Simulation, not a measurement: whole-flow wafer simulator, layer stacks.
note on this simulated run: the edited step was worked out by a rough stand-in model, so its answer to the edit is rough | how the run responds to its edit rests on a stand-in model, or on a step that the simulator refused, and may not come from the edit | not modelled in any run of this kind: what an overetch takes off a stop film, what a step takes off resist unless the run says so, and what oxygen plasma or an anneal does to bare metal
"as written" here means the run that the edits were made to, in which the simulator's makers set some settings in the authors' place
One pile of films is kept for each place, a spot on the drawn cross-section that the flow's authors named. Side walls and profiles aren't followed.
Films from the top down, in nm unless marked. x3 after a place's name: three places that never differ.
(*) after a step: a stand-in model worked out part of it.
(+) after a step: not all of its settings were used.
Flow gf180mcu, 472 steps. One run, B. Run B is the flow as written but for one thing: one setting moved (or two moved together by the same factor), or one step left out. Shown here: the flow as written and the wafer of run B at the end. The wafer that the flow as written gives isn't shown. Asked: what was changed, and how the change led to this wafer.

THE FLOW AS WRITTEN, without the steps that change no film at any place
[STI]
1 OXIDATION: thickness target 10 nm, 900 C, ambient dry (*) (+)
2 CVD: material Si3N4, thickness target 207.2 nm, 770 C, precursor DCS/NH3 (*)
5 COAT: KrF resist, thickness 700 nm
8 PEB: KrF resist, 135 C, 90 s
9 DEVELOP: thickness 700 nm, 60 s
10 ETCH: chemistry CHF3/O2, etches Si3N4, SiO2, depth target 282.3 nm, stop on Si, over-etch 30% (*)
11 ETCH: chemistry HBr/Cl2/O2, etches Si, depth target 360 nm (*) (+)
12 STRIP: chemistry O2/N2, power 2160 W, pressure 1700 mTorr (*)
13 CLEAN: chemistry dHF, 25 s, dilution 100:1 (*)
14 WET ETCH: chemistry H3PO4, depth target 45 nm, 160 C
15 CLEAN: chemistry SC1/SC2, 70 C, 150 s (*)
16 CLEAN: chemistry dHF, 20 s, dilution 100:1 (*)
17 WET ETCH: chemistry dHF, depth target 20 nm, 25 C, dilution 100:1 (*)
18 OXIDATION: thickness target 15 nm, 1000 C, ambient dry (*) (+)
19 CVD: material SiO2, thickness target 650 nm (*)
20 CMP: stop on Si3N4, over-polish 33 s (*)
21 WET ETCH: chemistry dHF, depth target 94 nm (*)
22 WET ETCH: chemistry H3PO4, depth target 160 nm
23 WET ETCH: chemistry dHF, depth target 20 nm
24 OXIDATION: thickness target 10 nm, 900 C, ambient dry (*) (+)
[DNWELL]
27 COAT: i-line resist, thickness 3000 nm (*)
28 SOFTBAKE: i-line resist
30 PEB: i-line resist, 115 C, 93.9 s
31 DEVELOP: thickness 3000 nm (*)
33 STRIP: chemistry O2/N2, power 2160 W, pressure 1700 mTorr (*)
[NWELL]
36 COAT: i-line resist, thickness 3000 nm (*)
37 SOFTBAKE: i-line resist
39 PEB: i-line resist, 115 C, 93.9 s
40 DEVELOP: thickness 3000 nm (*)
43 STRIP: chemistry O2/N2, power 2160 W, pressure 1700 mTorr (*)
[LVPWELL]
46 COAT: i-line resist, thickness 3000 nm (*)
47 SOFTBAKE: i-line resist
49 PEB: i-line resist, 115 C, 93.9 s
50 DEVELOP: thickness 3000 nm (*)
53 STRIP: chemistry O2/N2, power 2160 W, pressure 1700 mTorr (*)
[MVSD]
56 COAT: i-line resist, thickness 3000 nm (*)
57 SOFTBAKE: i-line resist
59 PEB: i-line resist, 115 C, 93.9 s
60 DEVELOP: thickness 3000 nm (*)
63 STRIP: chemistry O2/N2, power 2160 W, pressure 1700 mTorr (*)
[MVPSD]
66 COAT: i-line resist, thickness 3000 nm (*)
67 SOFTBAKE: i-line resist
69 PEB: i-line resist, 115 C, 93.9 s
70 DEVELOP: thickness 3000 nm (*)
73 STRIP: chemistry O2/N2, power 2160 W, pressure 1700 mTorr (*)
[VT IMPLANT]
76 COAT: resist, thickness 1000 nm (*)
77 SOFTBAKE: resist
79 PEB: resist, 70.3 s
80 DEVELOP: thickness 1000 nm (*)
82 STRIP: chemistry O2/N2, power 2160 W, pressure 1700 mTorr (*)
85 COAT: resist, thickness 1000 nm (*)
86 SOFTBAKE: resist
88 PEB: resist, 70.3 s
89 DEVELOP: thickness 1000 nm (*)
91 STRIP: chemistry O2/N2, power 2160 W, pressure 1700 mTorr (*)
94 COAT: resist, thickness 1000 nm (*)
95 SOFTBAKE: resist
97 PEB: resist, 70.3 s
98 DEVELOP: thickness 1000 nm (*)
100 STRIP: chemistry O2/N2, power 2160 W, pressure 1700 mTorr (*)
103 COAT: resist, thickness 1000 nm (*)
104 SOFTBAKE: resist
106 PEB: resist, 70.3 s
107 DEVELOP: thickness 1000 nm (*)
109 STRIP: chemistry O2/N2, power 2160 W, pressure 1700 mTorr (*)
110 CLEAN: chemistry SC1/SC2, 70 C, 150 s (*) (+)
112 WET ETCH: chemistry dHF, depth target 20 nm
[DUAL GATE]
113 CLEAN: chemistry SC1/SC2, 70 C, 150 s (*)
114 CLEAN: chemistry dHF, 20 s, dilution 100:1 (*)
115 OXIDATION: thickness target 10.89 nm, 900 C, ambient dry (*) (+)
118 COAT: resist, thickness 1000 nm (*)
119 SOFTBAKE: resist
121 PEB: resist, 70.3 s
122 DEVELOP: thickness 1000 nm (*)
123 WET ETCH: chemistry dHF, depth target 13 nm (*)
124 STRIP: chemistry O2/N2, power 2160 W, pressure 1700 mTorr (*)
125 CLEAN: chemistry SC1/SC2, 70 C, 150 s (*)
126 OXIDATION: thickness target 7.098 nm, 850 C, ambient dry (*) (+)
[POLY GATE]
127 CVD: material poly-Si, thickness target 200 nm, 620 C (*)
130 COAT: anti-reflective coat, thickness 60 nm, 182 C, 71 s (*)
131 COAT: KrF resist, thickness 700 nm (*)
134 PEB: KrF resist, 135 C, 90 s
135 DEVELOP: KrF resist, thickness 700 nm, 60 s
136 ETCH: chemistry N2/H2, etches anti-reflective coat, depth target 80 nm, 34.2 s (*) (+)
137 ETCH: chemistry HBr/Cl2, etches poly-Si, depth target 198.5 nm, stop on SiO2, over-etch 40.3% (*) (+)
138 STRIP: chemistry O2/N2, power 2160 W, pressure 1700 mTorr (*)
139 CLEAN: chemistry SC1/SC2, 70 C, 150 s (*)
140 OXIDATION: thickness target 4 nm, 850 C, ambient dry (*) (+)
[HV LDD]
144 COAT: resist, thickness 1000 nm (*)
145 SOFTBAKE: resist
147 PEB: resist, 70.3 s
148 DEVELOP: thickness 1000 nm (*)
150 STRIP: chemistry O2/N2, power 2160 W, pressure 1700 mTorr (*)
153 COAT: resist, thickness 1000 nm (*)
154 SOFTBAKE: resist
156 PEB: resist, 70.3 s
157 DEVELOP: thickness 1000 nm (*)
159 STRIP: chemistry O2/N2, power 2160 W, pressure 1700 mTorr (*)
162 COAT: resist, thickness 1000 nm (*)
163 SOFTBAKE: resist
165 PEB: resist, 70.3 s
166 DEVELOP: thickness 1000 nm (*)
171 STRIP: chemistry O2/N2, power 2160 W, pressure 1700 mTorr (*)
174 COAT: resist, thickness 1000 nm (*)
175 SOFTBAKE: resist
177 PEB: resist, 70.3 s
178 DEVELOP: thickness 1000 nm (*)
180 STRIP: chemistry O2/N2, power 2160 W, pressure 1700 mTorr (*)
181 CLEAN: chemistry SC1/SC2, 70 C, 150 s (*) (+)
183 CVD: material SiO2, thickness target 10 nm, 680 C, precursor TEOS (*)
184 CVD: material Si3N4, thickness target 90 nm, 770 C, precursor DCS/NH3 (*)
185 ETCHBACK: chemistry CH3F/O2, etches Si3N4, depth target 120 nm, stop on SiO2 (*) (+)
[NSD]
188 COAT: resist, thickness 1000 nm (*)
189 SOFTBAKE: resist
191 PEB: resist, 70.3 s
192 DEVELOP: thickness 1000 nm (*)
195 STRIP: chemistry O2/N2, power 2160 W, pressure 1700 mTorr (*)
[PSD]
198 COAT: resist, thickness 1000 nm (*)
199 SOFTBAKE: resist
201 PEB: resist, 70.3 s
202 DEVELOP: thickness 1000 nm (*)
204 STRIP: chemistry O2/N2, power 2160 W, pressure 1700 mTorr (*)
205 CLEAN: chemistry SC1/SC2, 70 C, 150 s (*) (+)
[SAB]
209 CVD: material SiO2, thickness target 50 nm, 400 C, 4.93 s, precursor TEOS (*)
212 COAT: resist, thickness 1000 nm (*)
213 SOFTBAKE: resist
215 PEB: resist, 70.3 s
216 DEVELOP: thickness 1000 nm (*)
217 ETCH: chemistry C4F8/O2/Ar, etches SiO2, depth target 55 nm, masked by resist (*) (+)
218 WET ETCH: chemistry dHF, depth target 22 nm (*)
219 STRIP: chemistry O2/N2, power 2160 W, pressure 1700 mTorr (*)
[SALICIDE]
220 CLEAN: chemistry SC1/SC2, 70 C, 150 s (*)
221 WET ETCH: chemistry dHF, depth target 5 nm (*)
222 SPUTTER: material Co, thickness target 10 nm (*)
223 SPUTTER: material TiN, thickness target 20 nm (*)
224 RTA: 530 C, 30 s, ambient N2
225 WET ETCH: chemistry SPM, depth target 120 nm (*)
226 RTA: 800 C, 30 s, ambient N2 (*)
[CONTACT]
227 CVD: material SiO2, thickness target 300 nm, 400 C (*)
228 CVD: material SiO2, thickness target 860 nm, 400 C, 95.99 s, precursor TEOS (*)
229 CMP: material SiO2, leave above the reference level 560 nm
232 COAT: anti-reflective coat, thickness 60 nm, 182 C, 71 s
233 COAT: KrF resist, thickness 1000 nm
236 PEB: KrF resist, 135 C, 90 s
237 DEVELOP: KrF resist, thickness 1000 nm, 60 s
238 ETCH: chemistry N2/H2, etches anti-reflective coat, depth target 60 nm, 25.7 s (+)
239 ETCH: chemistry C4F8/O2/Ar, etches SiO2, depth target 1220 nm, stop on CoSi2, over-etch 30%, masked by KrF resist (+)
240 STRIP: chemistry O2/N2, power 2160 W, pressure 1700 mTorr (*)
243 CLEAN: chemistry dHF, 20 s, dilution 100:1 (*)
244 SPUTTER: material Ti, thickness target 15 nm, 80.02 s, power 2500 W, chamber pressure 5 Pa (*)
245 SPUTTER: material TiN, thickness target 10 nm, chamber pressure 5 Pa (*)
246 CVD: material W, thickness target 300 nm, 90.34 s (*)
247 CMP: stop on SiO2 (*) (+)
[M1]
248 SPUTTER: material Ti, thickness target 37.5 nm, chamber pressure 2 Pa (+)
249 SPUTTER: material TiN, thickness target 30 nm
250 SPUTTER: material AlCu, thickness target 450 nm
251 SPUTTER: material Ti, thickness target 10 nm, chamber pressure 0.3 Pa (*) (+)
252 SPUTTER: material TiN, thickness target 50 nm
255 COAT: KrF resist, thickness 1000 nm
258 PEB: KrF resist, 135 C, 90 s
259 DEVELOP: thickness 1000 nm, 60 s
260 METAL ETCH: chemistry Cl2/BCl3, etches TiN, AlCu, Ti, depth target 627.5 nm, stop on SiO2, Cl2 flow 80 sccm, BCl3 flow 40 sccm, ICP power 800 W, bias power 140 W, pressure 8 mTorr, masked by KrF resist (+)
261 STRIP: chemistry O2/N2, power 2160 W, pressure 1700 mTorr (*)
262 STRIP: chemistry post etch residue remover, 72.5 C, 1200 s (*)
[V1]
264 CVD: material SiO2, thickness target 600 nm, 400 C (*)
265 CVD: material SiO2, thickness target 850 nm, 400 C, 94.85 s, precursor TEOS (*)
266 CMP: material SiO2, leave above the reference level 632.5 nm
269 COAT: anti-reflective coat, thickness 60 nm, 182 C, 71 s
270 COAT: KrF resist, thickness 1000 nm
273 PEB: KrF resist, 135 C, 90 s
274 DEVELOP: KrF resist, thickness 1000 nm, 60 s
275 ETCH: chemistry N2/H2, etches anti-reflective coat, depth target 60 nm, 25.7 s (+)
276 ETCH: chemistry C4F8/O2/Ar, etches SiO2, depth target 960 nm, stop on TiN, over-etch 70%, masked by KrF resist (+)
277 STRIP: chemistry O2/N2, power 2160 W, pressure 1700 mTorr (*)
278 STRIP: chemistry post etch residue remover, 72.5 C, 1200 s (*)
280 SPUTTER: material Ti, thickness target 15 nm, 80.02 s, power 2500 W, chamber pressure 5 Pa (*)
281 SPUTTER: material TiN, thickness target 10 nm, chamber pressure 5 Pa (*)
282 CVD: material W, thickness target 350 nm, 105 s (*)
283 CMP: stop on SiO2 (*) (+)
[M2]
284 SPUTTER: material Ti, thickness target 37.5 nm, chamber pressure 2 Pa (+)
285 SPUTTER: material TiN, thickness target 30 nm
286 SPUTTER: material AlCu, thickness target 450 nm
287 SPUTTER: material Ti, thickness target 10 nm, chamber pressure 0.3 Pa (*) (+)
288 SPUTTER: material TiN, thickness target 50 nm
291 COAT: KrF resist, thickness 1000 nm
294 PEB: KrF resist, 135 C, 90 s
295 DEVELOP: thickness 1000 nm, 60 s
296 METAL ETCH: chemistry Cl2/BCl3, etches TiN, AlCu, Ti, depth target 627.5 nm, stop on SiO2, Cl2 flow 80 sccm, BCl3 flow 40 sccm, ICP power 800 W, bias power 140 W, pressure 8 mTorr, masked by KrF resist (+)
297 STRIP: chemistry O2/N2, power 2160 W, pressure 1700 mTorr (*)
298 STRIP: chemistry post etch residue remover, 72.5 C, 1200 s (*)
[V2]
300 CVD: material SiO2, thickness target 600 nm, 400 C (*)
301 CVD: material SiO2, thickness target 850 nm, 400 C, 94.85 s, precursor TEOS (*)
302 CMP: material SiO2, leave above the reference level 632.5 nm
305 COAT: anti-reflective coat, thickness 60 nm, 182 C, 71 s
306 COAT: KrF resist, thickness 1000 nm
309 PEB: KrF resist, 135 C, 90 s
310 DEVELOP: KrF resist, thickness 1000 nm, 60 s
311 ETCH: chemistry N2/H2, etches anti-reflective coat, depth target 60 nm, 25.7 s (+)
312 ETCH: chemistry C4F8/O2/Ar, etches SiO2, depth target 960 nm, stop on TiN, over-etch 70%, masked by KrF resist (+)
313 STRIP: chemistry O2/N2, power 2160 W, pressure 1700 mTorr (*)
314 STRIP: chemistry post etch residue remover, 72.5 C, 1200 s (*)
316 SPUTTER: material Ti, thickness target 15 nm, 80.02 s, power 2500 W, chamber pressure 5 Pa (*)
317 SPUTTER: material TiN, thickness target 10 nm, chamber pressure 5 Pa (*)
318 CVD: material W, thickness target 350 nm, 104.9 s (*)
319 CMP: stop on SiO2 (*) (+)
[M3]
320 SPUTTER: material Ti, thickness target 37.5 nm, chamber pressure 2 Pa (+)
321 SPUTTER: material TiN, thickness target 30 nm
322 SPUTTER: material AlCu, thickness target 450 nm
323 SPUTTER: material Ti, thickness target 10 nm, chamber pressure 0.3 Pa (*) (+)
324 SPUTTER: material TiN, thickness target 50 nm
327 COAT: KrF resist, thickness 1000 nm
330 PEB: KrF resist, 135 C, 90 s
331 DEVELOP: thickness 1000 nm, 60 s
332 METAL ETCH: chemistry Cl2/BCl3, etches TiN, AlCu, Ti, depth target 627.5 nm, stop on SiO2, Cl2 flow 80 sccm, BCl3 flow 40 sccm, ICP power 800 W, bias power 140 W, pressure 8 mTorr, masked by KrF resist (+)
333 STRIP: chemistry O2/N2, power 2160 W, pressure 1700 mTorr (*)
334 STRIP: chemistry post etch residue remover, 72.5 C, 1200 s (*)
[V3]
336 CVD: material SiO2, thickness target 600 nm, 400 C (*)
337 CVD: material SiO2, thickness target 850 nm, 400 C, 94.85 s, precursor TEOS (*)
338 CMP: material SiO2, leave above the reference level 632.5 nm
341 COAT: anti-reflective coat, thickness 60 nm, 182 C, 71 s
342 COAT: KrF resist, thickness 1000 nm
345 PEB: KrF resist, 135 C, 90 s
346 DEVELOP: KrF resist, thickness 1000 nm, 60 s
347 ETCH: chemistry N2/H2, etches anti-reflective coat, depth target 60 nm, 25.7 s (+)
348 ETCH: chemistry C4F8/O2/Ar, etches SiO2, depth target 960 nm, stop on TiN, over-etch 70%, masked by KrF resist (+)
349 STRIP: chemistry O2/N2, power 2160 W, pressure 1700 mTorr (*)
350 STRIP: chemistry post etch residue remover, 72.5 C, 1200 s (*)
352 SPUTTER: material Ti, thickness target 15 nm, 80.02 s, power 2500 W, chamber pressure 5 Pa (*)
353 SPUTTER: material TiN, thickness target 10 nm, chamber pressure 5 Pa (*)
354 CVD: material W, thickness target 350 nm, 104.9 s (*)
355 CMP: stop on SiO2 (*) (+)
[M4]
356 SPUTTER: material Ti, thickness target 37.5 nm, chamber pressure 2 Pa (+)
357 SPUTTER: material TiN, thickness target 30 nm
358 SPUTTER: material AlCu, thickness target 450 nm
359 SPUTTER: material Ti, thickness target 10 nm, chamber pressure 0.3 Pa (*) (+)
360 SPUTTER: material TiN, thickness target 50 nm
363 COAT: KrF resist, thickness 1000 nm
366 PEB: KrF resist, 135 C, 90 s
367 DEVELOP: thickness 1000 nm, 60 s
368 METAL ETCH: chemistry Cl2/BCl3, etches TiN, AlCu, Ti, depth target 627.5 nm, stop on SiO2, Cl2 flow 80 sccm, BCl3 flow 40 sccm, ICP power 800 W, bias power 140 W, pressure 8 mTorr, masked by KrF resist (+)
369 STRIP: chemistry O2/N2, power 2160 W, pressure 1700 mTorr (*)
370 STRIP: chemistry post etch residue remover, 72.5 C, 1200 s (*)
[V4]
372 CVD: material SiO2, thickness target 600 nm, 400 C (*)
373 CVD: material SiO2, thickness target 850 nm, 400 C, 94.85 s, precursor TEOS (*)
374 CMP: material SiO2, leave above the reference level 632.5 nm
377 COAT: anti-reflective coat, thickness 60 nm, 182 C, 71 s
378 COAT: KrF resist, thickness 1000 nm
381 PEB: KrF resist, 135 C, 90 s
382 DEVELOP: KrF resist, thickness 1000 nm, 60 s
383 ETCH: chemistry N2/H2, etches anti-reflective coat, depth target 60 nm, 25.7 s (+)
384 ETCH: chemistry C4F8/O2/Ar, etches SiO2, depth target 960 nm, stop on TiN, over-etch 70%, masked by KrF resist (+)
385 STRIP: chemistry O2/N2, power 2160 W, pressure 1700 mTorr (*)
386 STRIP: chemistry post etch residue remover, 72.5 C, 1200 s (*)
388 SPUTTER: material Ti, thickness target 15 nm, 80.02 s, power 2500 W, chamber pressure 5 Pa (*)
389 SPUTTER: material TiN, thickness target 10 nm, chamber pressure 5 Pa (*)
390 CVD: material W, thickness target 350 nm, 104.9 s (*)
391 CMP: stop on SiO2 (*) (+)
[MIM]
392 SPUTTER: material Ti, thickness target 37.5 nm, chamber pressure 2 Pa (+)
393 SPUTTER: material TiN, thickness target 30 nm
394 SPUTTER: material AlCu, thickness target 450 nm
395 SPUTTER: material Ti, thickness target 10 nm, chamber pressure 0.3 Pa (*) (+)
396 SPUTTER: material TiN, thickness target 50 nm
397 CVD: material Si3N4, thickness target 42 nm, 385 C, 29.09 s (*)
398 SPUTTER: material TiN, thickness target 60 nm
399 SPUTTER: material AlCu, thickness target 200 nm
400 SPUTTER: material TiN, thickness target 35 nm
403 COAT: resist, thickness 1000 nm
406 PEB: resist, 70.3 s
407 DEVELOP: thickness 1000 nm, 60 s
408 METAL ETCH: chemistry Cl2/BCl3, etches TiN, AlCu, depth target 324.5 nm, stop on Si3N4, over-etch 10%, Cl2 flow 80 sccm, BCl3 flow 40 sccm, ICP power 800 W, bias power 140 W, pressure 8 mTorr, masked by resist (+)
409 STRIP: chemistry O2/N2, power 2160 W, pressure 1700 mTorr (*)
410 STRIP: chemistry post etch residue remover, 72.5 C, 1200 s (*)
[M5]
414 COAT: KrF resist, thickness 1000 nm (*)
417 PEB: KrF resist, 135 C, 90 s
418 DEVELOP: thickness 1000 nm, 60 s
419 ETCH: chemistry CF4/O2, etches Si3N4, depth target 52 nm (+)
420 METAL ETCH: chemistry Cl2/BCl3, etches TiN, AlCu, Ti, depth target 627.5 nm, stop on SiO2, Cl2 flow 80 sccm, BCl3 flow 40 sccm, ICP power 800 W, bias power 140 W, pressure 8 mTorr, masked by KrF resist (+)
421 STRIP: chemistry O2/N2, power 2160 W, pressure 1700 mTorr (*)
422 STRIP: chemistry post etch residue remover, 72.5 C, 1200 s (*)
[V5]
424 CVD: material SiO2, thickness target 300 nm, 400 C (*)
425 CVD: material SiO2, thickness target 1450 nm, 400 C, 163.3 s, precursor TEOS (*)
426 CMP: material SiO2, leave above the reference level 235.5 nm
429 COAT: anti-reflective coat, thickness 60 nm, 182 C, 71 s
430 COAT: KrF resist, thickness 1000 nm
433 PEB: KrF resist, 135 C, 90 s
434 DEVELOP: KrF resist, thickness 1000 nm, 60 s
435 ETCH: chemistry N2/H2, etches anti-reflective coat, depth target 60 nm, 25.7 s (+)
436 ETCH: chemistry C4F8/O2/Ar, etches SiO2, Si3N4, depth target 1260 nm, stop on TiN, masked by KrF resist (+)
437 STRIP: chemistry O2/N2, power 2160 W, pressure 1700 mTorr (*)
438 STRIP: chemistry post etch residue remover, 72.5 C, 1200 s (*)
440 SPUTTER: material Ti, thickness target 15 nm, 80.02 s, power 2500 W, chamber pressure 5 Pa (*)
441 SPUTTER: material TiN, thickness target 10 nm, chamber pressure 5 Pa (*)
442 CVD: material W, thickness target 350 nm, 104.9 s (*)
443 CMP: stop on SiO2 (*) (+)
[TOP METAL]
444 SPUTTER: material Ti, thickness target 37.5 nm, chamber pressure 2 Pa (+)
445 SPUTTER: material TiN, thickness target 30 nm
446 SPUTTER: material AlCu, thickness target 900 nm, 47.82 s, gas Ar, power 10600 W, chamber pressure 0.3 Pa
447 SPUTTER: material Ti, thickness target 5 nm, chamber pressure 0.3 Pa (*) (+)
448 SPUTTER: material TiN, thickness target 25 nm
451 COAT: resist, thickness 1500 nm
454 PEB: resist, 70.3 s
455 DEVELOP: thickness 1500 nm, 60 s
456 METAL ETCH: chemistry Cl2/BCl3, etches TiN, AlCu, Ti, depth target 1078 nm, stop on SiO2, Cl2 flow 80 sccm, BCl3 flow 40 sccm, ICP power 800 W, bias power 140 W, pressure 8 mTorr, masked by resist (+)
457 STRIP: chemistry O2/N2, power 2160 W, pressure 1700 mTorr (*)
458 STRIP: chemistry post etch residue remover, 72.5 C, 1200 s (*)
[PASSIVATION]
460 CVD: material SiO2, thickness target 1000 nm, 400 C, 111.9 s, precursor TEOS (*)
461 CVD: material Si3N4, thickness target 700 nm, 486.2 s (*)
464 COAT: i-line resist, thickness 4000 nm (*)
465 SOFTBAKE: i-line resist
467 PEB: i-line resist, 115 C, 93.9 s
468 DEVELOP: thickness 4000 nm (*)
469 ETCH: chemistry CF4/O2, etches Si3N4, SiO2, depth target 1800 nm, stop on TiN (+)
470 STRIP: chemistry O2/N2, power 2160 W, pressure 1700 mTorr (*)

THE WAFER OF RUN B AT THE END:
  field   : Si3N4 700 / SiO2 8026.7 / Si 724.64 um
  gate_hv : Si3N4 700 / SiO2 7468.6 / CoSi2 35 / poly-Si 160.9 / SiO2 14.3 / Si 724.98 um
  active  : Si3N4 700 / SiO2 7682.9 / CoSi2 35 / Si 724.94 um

The cause: step 425, CVD: thickness target 942 nm was run, where the flow has thickness target 1450 nm; step 425, CVD: 106.1 s was run, where the flow has 163.3 s.

How the change led to this, step by step:
  425 CVD: material SiO2, thickness target 1450 nm, 400 C, 163.3 s, precursor TEOS (*)
      field, field__w1, field__w4 and 100 more: SiO2 +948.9 (as written it would be: SiO2 +1450)
      field__w2, field__w3, field__w12 and 6 more: SiO2 +931.1 (as written it would be: SiO2 +1421.8)
  426 CMP: material SiO2, leave above the reference level 235.5 nm
      field, field__w1, field__w5 and 92 more: nothing (as written it would be: SiO2 -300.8)
      field__w2, field__w3, field__w12 and 6 more: nothing (as written it would be: SiO2 -272.7)
      (and at 8 more places)
  429 COAT: anti-reflective coat, thickness 60 nm, 182 C, 71 s
      active, p_well, sti, spacer, sd_n, pad, dice_street: anti-reflective coat +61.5 (new film) (as written it would be: anti-reflective coat +60 (new film))
      field: anti-reflective coat +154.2 (new film) (as written it would be: anti-reflective coat +60 (new film))
      (and at 44 more places)
  430 COAT: KrF resist, thickness 1000 nm
      field: KrF resist +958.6 (new film) (as written it would be: KrF resist +1000 (new film))
      field__w1: KrF resist +970.8 (new film) (as written it would be: KrF resist +1000 (new film))
      (and at 23 more places)
  433 PEB: KrF resist, 135 C, 90 s
      field__w11: KrF resist -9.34 (as written it would be: KrF resist -10.5)
      n_well: KrF resist -9.42 (as written it would be: KrF resist -10.5)
      (and at 12 more places)
  434 DEVELOP: KrF resist, thickness 1000 nm, 60 s
      contact: KrF resist -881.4 (all of it) (as written it would be: KrF resist -989.5 (all of it))
  435 ETCH: chemistry N2/H2, etches anti-reflective coat, depth target 60 nm, 25.7 s (+)
      contact: anti-reflective coat -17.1 (all of it), SiO2 -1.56 (as written it would be: anti-reflective coat -60 (all of it), SiO2 -0.46)
  437 STRIP: chemistry O2/N2, power 2160 W, pressure 1700 mTorr (*)
      p_well, sti, spacer, sd_n, pad, dice_street: KrF resist -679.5 (all of it), anti-reflective coat -61.5 (all of it) (as written it would be: KrF resist -679.2 (all of it), anti-reflective coat -60 (all of it))
      field: KrF resist -638.3 (all of it), anti-reflective coat -154.2 (all of it) (as written it would be: KrF resist -679.2 (all of it), anti-reflective coat -60 (all of it))
      (and at 44 more places)
  440 SPUTTER: material Ti, thickness target 15 nm, 80.02 s, power 2500 W, chamber pressure 5 Pa (*)
      field__w2: Ti +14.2 (new film) (as written it would be: Ti +15 (new film))
      contact: Ti +9.12 (new film) (as written it would be: Ti +8.12 (new film))
  441 SPUTTER: material TiN, thickness target 10 nm, chamber pressure 5 Pa (*)
      field__w2: TiN +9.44 (new film) (as written it would be: TiN +10 (new film))
      contact: TiN +6.05 (new film) (as written it would be: TiN +5.38 (new film))
  442 CVD: material W, thickness target 350 nm, 104.9 s (*)
      contact: W +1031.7 (new film) (as written it would be: W +1233.6 (new film))
  443 CMP: stop on SiO2 (*) (+)
      field__w3, field__w12, ppoly_sal, gate_hv5, gate_p_hv5, sti_nw: W -350 (all of it), TiN -10 (all of it), Ti -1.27 (as written it would be: W -350 (all of it), TiN -10 (all of it), Ti -15 (all of it), SiO2 -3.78)
      field__w2: W -350.8 (all of it), TiN -9.44 (all of it), Ti -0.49 (as written it would be: W -350 (all of it), TiN -10 (all of it), Ti -15 (all of it), SiO2 -3.78)
      (and at 9 more places)
  444 SPUTTER: material Ti, thickness target 37.5 nm, chamber pressure 2 Pa (+)
      field__w2, field__w3, field__w12 and 6 more: Ti +37.5 (as written it would be: Ti +37.5 (new film))
  451 COAT: resist, thickness 1500 nm
      field: resist +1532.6 (new film) (as written it would be: resist +1500 (new film))
      field__w8: resist +1333.2 (new film) (as written it would be: resist +1500 (new film))
      (and at 6 more places)
  452 SOFTBAKE: resist
      field__w1, nw_enc_fld_lv__w1: resist +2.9 (as written it would be: nothing)
      field: resist -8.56 (as written it would be: nothing)
      (and at 41 more places)
  454 PEB: resist, 70.3 s
      field__w8, m1, m1__w1: resist -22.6 (as written it would be: resist -26.5)
      mim: resist -22.5 (as written it would be: resist -26.5)
      (and at 2 more places)
  ... 6 more steps ...
  470 STRIP: chemistry O2/N2, power 2160 W, pressure 1700 mTorr (*)
      field__w8, m1__w1: i-line resist -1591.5 (all of it) (as written it would be: i-line resist -1775.9 (all of it))
      m1: i-line resist -1610.4 (all of it) (as written it would be: i-line resist -1798.9 (all of it))
      (and at 3 more places)
